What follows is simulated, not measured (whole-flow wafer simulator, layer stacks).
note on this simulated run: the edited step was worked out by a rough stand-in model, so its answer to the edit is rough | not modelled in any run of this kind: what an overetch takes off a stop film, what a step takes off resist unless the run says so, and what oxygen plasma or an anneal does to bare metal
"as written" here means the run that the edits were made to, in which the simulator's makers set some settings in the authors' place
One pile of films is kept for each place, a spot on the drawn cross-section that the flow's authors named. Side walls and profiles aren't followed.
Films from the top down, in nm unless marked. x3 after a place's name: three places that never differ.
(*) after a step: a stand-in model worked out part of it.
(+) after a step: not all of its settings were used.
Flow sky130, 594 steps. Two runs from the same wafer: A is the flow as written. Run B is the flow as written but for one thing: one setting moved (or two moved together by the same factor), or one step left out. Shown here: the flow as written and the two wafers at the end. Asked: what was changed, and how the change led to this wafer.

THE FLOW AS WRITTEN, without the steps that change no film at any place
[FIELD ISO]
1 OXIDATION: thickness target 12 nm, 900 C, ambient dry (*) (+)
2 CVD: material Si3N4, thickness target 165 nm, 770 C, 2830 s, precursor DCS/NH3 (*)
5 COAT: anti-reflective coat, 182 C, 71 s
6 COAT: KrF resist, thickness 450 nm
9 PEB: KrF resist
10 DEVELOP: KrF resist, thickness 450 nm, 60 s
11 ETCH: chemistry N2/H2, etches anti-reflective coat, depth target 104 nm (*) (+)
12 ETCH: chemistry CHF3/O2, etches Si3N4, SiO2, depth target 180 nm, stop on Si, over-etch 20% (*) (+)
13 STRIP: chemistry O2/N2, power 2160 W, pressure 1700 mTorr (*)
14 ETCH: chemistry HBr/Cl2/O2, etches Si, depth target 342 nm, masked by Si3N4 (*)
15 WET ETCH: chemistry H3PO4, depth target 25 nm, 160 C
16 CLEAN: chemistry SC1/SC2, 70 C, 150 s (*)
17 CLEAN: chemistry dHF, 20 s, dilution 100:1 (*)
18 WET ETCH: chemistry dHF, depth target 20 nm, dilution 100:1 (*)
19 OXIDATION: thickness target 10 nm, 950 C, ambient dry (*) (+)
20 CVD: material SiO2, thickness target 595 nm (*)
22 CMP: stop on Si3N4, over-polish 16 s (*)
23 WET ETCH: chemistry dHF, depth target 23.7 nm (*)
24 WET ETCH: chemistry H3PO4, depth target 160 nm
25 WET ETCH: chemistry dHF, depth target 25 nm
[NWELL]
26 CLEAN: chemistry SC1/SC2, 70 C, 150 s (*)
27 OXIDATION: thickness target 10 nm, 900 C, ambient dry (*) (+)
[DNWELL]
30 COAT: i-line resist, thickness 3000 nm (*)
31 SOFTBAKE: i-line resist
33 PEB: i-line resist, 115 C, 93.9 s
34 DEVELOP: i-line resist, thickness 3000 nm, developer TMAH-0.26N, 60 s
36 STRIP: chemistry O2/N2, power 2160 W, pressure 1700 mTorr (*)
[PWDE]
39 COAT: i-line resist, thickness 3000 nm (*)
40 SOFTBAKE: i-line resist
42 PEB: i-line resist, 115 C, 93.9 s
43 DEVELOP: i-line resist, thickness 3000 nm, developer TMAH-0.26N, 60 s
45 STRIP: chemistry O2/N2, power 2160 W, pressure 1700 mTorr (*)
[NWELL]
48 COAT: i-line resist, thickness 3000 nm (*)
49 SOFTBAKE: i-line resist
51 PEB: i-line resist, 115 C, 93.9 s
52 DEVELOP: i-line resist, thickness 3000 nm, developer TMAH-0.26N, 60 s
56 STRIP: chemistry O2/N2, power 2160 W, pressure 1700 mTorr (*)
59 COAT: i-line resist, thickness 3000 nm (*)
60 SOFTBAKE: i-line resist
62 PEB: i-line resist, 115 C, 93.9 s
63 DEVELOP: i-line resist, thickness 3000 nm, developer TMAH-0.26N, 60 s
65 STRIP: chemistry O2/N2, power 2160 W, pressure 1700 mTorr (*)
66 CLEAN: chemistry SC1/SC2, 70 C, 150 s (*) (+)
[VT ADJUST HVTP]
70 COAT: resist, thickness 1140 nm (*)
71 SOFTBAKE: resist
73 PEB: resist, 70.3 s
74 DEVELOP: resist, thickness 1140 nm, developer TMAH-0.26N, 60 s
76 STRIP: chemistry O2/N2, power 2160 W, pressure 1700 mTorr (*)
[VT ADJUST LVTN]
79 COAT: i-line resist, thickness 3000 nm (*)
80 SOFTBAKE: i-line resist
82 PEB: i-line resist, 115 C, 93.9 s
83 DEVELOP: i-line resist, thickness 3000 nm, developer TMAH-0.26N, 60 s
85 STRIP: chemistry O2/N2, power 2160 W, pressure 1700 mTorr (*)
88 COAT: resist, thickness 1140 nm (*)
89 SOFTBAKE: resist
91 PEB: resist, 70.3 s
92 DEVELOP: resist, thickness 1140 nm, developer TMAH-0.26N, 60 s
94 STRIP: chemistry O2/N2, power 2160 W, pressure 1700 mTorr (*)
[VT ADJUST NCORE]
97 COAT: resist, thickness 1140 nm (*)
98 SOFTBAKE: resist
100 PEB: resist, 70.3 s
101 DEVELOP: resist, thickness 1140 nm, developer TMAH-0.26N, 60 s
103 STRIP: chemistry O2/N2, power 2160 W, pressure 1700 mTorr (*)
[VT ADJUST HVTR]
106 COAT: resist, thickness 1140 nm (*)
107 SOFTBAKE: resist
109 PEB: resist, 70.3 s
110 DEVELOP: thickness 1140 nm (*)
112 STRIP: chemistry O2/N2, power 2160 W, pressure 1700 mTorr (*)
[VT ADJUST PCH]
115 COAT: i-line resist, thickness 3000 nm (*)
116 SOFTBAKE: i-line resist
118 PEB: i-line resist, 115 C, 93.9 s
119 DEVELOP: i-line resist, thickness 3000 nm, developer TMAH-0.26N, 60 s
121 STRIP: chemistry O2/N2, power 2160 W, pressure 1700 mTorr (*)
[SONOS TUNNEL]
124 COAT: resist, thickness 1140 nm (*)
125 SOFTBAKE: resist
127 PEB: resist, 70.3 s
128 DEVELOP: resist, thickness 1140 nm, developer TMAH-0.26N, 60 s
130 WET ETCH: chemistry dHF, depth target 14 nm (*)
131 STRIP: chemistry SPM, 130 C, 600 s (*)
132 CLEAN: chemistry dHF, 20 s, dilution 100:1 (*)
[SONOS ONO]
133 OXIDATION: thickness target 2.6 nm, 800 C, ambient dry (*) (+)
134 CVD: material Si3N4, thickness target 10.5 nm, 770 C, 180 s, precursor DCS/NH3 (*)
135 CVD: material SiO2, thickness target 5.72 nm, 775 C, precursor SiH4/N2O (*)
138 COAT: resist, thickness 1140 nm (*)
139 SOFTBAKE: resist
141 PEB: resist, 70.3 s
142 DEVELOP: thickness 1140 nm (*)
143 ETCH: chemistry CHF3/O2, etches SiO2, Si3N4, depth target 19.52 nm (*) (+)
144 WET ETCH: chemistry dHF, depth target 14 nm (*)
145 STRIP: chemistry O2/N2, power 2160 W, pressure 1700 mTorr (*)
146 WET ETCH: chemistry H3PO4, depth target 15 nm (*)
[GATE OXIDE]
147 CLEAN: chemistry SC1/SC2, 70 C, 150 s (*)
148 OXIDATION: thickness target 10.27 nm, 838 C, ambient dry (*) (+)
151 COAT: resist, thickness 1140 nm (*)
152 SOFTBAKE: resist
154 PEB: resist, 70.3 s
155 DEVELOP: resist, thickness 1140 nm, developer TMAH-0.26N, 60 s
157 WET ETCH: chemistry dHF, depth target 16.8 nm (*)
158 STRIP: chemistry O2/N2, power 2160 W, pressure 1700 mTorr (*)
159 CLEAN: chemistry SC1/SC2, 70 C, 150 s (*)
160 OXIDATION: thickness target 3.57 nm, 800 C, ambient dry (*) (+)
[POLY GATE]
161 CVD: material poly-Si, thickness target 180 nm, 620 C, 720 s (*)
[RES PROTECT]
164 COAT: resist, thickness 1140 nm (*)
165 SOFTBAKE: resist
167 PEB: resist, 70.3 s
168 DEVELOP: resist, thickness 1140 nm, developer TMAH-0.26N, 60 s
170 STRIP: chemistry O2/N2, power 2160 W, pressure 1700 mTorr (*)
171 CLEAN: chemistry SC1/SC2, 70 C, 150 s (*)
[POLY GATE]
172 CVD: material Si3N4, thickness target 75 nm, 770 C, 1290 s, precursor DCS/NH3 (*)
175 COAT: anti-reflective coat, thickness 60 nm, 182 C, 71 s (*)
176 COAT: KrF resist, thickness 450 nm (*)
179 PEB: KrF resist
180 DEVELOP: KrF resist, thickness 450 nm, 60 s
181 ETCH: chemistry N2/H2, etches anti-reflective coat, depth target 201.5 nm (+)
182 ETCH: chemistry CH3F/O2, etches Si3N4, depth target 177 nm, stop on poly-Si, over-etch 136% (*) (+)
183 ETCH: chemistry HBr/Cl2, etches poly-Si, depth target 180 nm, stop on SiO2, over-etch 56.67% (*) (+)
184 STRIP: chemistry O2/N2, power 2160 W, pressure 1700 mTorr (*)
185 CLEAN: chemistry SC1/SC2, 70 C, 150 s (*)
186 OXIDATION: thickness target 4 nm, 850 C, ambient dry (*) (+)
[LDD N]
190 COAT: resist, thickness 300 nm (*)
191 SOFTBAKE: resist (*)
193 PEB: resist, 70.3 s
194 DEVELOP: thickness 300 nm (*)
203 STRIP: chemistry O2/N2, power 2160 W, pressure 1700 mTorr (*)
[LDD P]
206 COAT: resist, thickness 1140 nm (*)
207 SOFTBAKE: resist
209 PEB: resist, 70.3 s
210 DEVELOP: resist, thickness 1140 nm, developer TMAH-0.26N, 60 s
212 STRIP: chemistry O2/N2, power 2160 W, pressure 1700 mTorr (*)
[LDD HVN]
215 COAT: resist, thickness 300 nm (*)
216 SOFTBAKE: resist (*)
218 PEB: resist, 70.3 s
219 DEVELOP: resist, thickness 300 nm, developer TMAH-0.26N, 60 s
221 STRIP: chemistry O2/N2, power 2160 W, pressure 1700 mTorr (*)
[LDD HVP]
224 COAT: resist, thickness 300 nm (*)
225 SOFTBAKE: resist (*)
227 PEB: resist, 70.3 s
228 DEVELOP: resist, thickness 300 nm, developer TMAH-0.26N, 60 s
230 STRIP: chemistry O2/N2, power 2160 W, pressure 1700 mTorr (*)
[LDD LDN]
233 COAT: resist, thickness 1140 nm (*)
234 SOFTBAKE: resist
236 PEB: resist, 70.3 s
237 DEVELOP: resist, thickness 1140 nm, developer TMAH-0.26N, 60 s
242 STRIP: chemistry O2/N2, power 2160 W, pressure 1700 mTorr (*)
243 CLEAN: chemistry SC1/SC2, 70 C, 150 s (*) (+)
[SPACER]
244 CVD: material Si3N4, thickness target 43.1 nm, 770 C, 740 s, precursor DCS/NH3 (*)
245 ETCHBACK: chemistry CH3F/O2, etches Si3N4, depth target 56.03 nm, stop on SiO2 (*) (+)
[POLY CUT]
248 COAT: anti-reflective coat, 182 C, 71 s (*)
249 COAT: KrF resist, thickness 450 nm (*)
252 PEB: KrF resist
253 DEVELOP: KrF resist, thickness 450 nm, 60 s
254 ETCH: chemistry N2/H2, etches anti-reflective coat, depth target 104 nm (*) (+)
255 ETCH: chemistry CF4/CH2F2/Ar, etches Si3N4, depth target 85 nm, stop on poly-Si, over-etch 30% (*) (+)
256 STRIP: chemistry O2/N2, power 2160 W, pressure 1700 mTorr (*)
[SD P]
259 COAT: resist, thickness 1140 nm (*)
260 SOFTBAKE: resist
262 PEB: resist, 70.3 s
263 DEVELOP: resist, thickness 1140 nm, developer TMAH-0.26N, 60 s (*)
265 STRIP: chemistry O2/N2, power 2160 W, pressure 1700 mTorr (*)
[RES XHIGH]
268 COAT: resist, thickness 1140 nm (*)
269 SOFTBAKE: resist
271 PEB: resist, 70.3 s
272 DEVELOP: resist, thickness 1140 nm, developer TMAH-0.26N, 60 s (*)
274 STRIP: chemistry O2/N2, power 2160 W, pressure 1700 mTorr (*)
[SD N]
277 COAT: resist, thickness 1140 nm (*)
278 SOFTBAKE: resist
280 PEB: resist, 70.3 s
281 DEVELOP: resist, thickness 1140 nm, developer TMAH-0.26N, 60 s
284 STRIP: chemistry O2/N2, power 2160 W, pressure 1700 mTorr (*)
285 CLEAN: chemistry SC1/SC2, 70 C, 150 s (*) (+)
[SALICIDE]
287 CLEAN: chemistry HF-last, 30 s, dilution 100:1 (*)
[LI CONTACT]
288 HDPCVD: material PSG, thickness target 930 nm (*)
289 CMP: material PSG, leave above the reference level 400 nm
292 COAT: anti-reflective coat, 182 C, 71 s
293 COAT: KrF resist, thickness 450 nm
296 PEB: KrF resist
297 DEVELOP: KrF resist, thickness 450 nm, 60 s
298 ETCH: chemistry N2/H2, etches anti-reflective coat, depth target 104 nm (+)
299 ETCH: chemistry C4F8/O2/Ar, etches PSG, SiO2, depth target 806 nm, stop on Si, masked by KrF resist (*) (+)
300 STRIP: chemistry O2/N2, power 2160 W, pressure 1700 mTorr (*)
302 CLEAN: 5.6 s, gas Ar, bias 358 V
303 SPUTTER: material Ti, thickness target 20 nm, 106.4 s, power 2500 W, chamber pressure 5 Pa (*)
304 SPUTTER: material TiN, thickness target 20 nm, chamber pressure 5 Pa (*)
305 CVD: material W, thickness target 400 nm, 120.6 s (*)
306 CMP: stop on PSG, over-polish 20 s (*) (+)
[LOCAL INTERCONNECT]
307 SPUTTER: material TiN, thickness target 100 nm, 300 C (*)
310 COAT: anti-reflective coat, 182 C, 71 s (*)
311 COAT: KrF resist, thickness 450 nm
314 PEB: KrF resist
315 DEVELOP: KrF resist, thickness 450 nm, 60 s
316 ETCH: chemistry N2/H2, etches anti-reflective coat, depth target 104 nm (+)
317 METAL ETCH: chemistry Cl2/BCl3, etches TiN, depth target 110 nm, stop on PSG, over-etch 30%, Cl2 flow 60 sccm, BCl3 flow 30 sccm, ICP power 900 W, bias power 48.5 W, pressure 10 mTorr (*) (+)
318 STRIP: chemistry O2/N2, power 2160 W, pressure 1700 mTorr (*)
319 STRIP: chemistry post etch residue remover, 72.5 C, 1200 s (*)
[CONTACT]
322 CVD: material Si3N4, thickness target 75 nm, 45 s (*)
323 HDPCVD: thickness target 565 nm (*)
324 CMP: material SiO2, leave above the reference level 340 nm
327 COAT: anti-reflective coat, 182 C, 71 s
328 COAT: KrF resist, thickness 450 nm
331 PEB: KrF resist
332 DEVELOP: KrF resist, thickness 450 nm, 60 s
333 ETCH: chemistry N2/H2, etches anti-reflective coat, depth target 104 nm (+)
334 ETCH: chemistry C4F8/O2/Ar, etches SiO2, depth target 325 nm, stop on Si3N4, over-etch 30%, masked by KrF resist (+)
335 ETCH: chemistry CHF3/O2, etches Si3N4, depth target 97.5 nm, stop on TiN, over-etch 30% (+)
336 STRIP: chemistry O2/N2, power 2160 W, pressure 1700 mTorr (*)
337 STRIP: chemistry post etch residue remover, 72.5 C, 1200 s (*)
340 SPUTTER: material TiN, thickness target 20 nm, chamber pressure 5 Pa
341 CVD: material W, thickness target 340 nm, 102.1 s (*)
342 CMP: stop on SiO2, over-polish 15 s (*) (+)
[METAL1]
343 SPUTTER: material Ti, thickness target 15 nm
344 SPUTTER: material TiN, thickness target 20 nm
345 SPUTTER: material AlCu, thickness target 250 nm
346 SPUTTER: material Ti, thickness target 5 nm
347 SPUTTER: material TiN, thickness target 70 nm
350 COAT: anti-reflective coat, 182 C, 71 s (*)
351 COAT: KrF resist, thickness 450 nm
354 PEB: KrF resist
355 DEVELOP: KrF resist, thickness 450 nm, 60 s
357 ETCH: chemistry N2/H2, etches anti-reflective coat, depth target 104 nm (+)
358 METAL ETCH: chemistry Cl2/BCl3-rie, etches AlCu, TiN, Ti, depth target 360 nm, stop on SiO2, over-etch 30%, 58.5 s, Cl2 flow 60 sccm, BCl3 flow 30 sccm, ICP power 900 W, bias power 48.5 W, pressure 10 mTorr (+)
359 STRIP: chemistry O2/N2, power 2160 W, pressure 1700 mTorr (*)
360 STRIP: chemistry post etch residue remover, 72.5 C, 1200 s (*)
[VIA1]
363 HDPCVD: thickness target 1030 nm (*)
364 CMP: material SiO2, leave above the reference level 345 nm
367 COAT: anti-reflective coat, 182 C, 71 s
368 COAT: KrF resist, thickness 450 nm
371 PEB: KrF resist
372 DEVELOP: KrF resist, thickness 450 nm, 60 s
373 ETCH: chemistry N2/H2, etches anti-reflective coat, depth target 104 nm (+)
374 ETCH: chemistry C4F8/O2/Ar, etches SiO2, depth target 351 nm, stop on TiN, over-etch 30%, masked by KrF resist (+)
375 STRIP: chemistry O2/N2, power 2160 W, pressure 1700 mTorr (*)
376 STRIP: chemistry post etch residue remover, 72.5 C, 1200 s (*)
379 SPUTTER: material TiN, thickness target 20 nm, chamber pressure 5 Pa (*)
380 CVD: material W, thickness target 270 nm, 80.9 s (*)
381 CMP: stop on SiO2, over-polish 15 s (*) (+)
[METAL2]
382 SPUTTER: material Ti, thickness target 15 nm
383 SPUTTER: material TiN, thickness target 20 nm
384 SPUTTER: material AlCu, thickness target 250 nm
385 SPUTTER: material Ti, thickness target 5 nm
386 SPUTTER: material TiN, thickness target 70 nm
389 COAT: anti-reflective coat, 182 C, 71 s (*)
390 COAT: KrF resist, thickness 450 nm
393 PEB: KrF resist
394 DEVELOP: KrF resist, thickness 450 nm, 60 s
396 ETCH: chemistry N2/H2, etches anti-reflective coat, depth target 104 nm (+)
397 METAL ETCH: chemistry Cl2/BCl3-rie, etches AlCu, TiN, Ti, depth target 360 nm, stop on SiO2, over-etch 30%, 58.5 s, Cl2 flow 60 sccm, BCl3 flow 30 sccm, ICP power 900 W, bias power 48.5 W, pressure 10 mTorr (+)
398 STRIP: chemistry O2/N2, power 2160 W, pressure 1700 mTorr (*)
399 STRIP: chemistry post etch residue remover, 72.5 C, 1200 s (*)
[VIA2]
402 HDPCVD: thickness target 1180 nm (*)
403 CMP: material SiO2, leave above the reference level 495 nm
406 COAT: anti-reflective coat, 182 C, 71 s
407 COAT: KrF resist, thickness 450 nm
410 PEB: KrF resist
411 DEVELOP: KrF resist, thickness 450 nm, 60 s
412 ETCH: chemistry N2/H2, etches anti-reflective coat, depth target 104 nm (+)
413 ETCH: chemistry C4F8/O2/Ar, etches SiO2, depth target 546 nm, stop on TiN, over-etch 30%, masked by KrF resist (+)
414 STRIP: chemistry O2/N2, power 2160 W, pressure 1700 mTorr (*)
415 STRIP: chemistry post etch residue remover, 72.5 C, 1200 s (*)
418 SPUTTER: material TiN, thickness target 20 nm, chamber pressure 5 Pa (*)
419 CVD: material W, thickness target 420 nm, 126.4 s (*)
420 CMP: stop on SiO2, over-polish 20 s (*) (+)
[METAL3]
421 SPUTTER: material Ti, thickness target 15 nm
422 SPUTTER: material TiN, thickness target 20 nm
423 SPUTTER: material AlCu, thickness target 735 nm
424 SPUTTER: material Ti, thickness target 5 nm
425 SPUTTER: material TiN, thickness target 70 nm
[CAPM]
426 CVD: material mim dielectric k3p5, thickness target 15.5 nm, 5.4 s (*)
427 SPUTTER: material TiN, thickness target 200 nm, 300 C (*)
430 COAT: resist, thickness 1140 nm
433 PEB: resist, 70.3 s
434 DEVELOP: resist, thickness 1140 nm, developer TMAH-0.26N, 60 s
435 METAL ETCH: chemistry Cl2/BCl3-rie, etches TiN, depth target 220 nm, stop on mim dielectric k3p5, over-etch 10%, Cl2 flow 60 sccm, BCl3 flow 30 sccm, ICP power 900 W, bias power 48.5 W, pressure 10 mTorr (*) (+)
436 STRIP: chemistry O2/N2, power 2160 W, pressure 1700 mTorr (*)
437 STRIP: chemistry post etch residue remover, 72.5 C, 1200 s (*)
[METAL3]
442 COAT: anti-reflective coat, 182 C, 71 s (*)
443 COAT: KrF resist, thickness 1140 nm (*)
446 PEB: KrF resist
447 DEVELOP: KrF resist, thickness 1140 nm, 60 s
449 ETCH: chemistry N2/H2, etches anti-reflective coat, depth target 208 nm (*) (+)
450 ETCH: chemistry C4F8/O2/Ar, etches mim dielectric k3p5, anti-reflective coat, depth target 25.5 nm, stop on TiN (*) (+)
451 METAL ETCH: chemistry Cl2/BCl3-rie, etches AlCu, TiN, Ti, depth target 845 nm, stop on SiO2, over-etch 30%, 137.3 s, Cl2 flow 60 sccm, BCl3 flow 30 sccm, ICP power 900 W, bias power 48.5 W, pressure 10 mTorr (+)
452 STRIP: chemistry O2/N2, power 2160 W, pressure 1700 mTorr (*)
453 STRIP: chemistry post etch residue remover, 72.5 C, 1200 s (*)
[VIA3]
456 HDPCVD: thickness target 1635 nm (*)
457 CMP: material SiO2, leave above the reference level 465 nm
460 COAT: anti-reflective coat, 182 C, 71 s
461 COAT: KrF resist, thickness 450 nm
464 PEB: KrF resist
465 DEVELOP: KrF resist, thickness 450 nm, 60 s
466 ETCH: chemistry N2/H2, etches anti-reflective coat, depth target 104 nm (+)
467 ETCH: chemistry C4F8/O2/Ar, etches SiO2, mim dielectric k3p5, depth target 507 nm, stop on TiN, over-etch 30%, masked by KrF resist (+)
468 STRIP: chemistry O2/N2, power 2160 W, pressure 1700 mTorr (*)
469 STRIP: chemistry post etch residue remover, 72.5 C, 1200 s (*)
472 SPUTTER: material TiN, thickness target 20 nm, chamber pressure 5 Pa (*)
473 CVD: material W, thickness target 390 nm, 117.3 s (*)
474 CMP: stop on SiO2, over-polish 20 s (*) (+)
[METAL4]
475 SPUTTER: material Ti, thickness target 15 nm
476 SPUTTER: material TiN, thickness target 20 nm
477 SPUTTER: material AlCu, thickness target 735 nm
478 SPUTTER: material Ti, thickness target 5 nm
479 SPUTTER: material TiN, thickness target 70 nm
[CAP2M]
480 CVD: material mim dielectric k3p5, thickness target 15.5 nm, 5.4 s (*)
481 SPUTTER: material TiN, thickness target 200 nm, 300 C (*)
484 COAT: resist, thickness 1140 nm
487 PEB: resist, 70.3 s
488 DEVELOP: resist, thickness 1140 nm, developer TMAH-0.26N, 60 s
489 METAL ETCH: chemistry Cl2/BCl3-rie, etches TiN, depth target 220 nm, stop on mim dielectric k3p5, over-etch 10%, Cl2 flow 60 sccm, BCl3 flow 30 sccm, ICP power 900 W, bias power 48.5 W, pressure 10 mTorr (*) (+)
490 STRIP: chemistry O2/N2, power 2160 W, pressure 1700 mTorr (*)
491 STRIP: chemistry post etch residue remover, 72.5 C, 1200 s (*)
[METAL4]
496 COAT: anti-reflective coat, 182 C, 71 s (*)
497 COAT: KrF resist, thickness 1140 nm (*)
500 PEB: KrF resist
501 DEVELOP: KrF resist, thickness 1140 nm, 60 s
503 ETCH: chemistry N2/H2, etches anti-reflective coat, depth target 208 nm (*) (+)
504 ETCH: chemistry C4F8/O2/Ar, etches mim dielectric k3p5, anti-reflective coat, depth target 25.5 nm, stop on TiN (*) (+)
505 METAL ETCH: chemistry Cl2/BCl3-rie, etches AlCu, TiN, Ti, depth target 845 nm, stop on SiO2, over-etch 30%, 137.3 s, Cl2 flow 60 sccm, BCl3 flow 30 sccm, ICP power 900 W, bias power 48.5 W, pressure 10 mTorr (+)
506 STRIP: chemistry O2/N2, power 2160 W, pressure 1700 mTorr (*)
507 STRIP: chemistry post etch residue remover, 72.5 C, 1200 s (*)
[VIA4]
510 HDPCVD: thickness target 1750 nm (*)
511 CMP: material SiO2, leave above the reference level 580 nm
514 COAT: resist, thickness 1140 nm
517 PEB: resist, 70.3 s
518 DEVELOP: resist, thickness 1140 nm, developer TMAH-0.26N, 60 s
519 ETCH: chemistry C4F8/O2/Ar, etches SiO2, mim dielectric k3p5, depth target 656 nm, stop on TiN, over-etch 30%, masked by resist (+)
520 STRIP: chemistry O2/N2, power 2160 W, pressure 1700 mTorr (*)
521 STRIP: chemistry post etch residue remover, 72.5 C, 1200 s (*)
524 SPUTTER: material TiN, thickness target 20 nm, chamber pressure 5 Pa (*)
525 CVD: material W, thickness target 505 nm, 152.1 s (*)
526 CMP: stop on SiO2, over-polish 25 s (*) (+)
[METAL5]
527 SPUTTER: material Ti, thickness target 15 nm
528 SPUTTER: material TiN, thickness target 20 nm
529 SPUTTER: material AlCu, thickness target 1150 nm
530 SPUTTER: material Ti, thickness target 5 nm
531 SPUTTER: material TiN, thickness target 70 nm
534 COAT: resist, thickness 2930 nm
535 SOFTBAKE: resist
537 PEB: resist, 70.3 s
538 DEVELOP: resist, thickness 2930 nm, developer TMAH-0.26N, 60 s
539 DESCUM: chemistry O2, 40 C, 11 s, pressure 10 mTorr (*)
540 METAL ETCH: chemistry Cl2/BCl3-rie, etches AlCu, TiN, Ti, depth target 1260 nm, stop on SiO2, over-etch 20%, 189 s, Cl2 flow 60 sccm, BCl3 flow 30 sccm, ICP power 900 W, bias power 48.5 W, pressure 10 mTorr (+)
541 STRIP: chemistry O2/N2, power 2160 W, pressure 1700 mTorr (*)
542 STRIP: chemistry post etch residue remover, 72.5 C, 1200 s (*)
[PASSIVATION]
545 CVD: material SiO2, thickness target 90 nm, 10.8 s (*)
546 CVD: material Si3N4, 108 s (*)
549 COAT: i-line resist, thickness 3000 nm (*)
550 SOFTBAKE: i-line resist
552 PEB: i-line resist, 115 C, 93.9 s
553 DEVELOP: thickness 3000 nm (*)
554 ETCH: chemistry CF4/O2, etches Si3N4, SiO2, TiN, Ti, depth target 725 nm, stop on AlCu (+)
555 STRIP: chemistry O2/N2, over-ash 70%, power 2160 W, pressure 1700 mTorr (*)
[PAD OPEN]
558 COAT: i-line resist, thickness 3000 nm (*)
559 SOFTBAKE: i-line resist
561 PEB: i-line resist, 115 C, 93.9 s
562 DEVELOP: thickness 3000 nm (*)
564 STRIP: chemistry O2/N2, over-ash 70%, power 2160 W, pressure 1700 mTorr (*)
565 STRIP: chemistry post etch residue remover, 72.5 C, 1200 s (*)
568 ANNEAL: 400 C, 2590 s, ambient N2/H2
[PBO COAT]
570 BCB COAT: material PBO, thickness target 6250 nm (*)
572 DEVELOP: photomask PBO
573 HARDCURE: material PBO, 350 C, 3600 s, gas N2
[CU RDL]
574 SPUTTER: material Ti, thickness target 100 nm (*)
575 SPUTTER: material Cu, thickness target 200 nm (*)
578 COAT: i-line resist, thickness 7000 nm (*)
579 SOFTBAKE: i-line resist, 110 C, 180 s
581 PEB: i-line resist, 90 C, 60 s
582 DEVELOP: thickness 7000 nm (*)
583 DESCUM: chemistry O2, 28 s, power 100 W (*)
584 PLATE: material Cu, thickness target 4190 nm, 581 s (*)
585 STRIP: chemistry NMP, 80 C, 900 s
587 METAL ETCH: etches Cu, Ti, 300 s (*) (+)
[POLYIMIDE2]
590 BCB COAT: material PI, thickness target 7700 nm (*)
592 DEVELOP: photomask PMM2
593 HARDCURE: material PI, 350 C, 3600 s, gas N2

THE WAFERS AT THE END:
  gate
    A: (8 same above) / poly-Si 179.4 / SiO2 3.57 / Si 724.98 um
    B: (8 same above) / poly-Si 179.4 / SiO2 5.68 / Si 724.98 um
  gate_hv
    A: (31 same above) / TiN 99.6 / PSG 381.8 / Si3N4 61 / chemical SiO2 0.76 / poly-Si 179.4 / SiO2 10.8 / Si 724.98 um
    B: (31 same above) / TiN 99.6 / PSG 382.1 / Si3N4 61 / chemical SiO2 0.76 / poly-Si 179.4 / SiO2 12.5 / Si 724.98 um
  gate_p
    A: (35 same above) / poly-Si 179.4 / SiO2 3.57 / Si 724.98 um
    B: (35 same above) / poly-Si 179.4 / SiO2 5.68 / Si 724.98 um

The cause: step 160, OXIDATION: thickness target 5.68 nm was run, where the flow has thickness target 3.57 nm.
It can be read off the wafer: gate has SiO2 5.68, and step 160 as written asks for 3.57 nm.

How the change led to this, step by step:
  160 OXIDATION: thickness target 3.57 nm, 800 C, ambient dry (*) (+)
      active, n_well, p_well and 58 more: A SiO2 +3.57 (new film), chemical SiO2 -0.76 (all of it), Si -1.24 | B SiO2 +5.68 (new film), chemical SiO2 -0.76 (all of it), Si -2.17
      gate_hv, m1, pad and 37 more: A SiO2 +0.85, Si -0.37 | B SiO2 +2.56, Si -1.13
  248 COAT: anti-reflective coat, 182 C, 71 s (*)
      de16_pw_fp: A anti-reflective coat +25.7 (new film) | B anti-reflective coat +26.3 (new film)
  256 STRIP: chemistry O2/N2, power 2160 W, pressure 1700 mTorr (*)
      de16_pw_fp: A KrF resist -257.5 (all of it), anti-reflective coat -25.7 (all of it) | B KrF resist -257.1 (all of it), anti-reflective coat -26.3 (all of it)
  299 ETCH: chemistry C4F8/O2/Ar, etches PSG, SiO2, depth target 806 nm, stop on Si, masked by KrF resist (*) (+)
      contact, ndiff_licon, ndiff_licon_cpp: A PSG -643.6 (all of it), SiO2 -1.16 (all of it) | B PSG -643.7 (all of it), SiO2 -2.95 (all of it)
  303 SPUTTER: material Ti, thickness target 20 nm, 106.4 s, power 2500 W, chamber pressure 5 Pa (*)
      ndiff_licon_cpp: A Ti +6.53 (new film) | B Ti +7.21 (new film)
  306 CMP: stop on PSG, over-polish 20 s (*) (+)
      poly_licon: A W -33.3 | B W -32.3
